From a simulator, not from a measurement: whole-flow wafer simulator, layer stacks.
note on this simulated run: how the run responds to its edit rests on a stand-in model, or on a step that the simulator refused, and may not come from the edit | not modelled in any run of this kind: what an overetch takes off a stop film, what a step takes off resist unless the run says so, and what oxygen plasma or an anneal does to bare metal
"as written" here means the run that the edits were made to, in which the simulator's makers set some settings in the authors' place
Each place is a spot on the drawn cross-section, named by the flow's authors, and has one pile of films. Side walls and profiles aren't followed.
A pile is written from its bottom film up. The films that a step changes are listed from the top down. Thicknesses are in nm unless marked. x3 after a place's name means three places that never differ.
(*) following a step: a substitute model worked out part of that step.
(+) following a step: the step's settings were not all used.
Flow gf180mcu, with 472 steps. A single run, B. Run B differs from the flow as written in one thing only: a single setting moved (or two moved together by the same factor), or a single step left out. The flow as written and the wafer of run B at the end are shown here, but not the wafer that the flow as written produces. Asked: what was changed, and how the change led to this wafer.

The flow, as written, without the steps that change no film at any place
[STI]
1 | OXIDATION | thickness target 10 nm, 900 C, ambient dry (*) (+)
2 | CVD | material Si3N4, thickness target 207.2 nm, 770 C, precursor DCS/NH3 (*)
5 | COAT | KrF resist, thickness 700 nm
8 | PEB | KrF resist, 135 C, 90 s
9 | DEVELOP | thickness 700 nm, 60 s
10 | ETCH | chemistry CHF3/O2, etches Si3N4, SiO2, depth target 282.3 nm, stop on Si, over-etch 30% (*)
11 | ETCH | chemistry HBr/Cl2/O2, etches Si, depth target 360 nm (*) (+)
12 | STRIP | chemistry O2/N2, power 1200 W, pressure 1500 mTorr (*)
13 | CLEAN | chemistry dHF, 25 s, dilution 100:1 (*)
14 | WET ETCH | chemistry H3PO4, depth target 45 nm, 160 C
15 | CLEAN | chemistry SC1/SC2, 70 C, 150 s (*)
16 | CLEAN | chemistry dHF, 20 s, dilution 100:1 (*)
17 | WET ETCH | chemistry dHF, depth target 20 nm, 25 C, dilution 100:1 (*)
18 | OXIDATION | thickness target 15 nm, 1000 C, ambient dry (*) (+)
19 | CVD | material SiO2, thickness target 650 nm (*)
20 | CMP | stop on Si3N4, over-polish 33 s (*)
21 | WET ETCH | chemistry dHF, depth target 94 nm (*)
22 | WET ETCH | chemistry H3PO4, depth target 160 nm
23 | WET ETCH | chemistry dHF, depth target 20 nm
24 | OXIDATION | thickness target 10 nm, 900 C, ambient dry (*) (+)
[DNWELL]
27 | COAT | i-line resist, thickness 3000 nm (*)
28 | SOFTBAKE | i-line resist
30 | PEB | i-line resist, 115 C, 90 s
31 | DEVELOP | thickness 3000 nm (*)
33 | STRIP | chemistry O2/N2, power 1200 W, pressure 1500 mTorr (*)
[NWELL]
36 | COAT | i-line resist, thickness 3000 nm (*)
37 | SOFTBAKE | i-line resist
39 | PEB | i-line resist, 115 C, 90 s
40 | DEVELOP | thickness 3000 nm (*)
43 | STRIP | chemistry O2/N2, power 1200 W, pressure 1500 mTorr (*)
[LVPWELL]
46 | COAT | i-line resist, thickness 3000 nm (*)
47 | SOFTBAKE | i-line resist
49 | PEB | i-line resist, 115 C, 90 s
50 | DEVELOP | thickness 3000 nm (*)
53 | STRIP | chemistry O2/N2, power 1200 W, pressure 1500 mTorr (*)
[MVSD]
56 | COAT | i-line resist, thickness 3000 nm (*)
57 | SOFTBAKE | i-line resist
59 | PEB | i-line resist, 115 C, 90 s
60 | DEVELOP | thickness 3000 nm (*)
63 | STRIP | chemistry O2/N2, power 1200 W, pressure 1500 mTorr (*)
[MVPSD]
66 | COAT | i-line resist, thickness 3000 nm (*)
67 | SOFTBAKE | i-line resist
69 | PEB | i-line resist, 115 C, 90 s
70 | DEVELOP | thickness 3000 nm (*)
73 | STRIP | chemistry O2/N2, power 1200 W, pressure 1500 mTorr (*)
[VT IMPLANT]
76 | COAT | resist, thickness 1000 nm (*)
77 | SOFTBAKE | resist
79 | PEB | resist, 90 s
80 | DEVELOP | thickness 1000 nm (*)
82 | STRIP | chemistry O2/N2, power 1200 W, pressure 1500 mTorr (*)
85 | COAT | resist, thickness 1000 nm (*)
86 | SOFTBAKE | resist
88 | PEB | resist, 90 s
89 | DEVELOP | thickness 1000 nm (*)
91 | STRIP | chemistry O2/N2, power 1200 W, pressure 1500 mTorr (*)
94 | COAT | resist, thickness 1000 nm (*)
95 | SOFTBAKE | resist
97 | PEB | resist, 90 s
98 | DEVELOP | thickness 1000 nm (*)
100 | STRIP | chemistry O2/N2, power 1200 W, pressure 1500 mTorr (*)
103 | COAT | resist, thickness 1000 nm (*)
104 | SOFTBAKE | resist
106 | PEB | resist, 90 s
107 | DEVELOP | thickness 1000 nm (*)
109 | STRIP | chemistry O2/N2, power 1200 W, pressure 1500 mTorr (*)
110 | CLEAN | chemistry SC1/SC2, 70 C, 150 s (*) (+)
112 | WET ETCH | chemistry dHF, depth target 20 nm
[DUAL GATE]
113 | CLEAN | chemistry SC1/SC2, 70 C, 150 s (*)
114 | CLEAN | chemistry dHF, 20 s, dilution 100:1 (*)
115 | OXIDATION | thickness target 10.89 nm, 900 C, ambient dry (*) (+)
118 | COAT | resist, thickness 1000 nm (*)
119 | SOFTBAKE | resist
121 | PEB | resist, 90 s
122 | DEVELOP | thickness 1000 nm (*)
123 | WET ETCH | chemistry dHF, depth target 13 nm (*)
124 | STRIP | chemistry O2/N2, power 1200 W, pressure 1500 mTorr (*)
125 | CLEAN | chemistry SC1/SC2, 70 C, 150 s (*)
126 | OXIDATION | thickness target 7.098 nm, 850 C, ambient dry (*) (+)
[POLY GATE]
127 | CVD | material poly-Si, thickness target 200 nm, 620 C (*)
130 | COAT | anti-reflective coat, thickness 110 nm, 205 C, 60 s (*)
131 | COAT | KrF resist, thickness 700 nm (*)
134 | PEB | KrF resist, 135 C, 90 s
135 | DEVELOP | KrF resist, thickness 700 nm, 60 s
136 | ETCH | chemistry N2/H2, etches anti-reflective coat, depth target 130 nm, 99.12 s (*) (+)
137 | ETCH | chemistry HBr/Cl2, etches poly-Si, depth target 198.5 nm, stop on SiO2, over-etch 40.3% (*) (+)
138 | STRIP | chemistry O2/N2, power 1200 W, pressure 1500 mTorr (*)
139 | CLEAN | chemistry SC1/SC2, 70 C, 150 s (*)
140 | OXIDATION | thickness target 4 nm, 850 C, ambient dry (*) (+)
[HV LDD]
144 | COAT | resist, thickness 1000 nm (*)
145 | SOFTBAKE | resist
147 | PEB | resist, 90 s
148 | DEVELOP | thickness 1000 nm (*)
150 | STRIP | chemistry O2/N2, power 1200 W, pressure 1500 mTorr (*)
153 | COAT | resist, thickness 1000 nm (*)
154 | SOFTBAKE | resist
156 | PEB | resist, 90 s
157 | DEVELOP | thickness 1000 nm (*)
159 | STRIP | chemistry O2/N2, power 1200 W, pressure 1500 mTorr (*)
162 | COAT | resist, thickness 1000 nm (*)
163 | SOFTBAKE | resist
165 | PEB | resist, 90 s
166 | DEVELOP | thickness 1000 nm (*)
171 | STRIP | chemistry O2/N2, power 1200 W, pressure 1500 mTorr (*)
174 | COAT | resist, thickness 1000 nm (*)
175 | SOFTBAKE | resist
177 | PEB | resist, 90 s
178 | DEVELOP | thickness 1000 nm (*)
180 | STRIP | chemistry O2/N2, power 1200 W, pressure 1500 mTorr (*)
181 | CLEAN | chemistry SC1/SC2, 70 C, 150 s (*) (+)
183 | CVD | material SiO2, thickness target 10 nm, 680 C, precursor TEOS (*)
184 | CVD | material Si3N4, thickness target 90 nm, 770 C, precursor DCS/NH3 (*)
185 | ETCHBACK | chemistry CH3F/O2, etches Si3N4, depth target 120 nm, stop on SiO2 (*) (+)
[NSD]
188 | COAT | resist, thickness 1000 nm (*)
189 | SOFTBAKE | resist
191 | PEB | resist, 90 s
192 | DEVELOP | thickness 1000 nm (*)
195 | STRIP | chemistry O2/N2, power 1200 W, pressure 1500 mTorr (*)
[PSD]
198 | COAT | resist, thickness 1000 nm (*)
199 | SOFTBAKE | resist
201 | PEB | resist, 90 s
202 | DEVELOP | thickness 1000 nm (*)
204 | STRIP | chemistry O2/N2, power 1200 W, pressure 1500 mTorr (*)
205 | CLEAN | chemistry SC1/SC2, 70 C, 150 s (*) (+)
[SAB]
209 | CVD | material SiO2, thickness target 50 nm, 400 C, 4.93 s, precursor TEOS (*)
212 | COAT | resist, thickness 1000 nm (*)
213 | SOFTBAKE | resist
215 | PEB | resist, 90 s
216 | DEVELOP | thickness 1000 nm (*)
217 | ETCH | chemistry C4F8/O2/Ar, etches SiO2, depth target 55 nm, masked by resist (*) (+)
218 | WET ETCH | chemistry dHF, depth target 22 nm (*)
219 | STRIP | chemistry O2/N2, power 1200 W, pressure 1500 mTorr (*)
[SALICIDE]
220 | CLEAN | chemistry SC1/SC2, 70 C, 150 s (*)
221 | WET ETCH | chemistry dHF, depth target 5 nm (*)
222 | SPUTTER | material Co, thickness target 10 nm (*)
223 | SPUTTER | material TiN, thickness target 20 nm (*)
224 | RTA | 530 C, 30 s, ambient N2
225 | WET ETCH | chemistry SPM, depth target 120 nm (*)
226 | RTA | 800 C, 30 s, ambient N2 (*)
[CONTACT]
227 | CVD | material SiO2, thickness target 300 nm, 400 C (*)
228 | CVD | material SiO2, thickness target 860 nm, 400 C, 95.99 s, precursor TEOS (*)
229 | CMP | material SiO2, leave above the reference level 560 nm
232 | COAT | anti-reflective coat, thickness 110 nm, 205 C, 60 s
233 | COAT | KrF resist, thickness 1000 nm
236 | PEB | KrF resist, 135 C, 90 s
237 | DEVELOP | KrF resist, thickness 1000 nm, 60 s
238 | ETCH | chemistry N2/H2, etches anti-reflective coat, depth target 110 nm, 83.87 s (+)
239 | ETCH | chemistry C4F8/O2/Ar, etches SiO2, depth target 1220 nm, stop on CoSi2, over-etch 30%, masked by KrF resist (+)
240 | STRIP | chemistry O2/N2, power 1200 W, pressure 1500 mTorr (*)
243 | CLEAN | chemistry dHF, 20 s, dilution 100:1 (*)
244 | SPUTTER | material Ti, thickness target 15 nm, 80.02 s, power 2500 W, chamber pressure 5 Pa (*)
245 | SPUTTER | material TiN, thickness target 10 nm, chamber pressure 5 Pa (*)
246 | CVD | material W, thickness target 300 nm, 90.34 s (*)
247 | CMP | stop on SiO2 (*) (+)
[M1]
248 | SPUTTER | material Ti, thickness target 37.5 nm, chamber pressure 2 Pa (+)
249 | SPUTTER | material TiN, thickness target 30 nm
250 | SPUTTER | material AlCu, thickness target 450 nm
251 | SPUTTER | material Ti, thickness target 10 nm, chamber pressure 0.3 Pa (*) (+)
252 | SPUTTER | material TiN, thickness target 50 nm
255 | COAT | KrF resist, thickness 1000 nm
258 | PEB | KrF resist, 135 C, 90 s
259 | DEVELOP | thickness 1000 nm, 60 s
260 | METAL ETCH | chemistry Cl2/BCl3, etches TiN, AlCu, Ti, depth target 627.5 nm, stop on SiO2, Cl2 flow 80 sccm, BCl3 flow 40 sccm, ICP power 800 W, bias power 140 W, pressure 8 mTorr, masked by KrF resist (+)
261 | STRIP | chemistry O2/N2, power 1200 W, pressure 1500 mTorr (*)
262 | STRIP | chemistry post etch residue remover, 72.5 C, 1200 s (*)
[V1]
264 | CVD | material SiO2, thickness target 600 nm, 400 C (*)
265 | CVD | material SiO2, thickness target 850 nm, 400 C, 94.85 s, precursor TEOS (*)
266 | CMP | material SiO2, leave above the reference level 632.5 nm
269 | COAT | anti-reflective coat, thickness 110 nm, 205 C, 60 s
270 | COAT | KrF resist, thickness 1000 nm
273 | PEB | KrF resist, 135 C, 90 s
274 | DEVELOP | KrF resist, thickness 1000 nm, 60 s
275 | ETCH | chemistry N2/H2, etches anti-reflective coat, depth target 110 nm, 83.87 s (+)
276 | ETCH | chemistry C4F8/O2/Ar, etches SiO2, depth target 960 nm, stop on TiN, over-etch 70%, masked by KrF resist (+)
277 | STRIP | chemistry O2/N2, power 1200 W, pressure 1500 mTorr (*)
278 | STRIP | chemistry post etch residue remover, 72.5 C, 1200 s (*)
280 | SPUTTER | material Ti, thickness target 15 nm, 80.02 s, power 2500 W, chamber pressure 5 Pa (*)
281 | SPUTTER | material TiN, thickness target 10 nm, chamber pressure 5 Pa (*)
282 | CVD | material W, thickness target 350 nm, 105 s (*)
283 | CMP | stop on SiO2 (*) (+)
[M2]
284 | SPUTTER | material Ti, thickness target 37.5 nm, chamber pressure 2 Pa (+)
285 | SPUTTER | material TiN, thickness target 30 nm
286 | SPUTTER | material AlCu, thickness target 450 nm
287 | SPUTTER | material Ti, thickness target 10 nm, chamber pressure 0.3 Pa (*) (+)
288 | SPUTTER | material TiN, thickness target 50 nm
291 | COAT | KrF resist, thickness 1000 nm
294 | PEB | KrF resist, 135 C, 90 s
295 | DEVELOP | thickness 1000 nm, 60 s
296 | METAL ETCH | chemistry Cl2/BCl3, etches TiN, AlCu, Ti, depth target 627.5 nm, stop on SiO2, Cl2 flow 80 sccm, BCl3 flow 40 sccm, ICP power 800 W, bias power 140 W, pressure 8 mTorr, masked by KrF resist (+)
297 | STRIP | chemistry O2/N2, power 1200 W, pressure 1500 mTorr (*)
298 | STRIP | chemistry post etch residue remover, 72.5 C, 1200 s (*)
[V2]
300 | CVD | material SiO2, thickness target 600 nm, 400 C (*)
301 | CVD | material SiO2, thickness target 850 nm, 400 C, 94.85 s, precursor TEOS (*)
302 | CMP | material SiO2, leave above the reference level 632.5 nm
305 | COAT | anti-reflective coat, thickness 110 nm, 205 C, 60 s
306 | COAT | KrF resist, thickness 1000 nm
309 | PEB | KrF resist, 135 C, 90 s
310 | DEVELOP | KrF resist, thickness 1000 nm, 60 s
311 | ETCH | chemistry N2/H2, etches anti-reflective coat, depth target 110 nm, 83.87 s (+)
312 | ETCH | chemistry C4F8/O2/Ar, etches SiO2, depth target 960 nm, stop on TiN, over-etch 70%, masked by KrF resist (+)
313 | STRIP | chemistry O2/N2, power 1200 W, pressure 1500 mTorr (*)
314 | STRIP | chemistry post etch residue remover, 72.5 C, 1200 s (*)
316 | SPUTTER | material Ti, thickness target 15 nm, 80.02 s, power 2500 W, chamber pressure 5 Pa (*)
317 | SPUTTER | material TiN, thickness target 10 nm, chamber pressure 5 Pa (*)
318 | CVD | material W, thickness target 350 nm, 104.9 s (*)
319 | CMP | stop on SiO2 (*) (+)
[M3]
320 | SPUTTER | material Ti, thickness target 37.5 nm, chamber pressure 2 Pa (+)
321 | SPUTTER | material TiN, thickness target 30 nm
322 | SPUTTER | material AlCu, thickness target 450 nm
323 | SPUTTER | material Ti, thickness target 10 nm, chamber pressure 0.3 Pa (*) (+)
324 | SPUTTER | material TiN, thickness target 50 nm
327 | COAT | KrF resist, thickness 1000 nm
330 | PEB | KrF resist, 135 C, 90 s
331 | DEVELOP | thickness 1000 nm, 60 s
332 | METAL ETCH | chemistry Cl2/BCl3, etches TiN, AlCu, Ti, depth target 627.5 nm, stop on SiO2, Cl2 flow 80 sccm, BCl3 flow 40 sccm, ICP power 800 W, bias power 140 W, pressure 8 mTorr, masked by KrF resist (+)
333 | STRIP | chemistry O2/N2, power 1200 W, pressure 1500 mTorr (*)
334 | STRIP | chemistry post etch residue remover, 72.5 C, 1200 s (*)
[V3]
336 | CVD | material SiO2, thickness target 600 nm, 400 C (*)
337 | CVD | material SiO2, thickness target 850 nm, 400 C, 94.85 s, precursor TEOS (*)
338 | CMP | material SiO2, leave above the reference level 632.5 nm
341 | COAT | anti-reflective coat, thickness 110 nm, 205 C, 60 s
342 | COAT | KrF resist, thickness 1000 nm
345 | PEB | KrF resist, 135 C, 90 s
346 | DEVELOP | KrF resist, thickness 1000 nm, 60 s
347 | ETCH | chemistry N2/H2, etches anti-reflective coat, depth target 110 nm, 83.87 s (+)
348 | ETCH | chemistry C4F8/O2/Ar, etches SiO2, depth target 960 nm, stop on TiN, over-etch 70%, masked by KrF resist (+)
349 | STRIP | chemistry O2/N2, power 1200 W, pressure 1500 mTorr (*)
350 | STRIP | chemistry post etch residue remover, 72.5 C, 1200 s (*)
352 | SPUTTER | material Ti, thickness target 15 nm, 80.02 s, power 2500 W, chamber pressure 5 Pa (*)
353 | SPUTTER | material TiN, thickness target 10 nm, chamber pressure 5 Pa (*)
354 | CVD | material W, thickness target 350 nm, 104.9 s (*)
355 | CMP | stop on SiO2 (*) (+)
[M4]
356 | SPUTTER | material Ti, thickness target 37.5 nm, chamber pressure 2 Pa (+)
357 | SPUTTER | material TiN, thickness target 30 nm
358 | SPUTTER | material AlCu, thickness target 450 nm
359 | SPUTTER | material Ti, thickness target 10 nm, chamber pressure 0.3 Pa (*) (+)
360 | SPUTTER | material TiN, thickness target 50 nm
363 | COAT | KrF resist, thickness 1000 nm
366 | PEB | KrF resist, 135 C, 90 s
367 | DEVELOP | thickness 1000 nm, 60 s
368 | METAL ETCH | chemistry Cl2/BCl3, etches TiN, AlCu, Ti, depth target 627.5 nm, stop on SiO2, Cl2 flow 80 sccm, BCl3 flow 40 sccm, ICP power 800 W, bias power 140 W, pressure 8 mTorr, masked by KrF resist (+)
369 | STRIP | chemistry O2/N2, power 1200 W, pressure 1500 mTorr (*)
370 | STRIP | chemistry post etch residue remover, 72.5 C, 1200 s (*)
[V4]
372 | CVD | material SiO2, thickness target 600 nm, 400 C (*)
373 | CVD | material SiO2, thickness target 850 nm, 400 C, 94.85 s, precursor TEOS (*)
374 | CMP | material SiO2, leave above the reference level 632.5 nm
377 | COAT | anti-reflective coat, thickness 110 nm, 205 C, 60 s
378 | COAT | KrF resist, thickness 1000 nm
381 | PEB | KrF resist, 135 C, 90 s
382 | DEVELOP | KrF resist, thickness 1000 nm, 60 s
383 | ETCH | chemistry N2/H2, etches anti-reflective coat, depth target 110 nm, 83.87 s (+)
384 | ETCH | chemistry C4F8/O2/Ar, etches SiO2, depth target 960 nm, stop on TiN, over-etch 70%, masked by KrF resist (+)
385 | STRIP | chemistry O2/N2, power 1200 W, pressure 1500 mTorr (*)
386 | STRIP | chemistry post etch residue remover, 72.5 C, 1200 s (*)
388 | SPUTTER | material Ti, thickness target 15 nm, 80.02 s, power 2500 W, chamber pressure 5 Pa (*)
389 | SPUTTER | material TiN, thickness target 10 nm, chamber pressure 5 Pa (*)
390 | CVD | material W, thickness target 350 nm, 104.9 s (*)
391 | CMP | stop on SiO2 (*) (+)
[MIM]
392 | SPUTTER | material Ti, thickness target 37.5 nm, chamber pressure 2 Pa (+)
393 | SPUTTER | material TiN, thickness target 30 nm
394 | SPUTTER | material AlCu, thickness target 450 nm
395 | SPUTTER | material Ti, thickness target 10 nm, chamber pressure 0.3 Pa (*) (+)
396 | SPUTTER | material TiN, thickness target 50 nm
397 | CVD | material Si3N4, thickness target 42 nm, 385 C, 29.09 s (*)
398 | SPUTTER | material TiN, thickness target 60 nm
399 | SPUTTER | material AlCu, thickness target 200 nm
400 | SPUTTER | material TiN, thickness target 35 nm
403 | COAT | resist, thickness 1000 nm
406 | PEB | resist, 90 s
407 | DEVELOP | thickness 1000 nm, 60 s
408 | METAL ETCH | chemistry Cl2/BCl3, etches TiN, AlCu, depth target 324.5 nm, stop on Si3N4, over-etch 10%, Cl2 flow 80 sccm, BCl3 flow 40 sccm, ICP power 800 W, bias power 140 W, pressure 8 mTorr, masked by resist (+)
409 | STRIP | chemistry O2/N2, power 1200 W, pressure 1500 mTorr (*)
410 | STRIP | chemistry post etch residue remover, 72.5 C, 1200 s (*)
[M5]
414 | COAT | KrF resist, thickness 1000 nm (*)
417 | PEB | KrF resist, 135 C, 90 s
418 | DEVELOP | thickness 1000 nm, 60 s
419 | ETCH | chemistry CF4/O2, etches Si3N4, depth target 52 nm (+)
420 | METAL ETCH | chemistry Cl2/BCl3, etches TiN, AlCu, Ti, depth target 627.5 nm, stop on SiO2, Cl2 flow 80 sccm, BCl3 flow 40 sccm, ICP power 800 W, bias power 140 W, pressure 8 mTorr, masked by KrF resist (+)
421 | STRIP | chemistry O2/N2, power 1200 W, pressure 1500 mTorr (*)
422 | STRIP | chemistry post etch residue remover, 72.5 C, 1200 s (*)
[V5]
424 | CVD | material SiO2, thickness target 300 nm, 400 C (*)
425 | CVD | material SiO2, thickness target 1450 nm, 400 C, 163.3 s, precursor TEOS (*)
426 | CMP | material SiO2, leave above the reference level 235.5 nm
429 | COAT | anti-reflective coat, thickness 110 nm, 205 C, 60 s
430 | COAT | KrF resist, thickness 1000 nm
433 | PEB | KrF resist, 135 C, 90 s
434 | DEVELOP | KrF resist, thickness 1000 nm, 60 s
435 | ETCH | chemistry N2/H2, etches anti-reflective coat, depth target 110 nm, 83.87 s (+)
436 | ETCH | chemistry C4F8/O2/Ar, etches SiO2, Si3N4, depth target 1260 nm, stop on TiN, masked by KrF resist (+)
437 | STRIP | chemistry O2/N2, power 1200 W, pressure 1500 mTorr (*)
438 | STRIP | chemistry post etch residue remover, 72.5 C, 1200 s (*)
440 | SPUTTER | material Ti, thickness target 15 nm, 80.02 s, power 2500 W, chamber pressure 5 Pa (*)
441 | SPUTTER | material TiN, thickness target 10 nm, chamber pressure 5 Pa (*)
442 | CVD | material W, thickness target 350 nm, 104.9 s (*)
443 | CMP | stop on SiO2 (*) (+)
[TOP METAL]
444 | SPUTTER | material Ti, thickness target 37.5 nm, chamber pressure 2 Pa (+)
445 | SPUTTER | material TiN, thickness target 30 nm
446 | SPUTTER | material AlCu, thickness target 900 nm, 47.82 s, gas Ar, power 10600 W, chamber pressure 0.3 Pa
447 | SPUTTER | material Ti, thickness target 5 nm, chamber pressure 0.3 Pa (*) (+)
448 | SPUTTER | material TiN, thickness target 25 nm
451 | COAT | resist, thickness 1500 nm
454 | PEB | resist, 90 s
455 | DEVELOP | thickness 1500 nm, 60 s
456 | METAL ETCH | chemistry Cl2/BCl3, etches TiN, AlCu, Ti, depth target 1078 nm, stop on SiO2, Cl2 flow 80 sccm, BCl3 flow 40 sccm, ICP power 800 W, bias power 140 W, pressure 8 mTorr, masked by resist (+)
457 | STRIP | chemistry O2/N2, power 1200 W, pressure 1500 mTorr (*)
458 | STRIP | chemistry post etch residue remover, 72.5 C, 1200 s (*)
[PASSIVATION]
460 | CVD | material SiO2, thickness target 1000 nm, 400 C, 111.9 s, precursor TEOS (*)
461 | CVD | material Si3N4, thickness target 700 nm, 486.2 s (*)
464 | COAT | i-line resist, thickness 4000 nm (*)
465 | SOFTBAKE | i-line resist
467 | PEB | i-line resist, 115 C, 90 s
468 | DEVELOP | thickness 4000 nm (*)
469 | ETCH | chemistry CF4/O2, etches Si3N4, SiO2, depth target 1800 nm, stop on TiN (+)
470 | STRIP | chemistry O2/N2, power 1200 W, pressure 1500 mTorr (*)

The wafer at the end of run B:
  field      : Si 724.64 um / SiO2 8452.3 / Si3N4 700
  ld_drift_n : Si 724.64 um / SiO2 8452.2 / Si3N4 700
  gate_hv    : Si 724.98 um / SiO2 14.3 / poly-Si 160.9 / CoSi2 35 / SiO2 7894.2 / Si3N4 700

Cause: step 358, SPUTTER: thickness target 675 nm was run, while the flow as written has thickness target 450 nm; step 368, METAL ETCH: depth target 941 nm was run, where the flow has depth target 627.5 nm.

Step by step, how the change led to this:
  358 | SPUTTER | material AlCu, thickness target 450 nm
      field, field__w1, field__w2 and 108 more: AlCu gains 675 (new film) (it would be, as written: AlCu gains 450 (new film))
  368 | METAL ETCH | chemistry Cl2/BCl3, etches TiN, AlCu, Ti, depth target 627.5 nm, stop on SiO2, Cl2 flow 80 sccm, BCl3 flow 40 sccm, ICP power 800 W, bias power 140 W, pressure 8 mTorr, masked by KrF resist (+)
      field, field__w1, field__w2 and 103 more: TiN loses 50 (all of it), Ti loses 10 (all of it), AlCu loses 675 (all of it), TiN loses 30 (all of it), Ti loses 37.5 (all of it) (it would be, as written: TiN loses 50 (all of it), Ti loses 10 (all of it), AlCu loses 450 (all of it), TiN loses 30 (all of it), Ti loses 37.5 (all of it))
      field__w8, contact, m1, m1__w1, m1_nw: KrF resist loses 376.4 (it would be, as written: KrF resist loses 251)
  369 | STRIP | chemistry O2/N2, power 1200 W, pressure 1500 mTorr (*)
      field__w8, contact, m1, m1__w1, m1_nw: KrF resist loses 602 (all of it) (it would be, as written: KrF resist loses 727.4 (all of it))
  374 | CMP | material SiO2, leave above the reference level 632.5 nm
      field, field__w1, field__w2 and 103 more: SiO2 loses 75 (it would be, as written: SiO2 loses 300)
